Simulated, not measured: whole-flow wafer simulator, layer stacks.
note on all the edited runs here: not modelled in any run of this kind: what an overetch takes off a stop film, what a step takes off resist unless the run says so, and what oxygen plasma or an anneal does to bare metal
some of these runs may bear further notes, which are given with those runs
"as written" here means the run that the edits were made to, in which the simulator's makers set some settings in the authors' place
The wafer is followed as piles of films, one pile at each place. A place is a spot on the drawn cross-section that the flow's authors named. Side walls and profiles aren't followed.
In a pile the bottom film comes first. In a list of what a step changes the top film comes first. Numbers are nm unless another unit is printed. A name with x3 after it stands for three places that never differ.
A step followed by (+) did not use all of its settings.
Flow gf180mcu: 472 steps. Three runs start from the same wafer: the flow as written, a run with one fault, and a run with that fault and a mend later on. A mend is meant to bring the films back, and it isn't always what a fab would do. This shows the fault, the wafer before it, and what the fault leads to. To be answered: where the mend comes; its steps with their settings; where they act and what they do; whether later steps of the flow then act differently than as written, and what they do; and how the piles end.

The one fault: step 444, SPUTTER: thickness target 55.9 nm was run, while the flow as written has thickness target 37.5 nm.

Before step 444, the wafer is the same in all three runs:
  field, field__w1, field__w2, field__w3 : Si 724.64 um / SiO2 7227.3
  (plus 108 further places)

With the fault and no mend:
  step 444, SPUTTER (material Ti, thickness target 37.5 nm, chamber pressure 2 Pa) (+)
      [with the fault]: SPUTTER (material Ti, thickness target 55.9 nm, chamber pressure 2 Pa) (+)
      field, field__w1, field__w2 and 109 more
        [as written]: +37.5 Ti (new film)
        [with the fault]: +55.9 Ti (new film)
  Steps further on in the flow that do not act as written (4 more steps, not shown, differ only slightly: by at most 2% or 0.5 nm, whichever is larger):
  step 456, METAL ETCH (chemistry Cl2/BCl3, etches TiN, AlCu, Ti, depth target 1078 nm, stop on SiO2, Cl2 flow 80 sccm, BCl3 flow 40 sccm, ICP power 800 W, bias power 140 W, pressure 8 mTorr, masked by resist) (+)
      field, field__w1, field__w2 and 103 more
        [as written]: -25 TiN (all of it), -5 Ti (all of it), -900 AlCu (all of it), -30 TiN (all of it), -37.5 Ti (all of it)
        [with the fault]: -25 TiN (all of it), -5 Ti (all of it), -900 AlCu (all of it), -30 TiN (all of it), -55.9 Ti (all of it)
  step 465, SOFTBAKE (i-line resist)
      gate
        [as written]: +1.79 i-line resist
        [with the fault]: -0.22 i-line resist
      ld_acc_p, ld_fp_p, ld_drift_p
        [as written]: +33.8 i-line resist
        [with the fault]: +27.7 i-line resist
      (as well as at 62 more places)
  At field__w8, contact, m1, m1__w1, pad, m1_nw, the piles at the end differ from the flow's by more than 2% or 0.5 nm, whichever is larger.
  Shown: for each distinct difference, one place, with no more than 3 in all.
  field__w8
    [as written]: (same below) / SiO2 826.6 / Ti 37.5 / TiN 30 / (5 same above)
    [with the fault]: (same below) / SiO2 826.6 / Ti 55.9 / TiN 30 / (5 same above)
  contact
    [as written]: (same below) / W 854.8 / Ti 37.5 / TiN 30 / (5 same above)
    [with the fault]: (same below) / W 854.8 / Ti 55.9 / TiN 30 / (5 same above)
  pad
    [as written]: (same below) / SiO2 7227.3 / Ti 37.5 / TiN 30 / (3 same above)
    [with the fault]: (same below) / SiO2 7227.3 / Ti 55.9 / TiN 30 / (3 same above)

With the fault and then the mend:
  The mend stands after step 444.
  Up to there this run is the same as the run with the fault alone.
  step 444a, METAL ETCH (chemistry Cl2/BCl3, etches TiN, AlCu, Ti, depth target 18.4 nm, Cl2 flow 80 sccm, BCl3 flow 40 sccm, ICP power 800 W, bias power 140 W, pressure 8 mTorr) (the flow's step 260 again, with other settings)
      field, field__w1, field__w2 and 109 more
        -18.4 Ti
  None of the later steps of the flow acts differently than as written at any place that is followed.
  At every place that both follow, the piles at the end match the flow's.
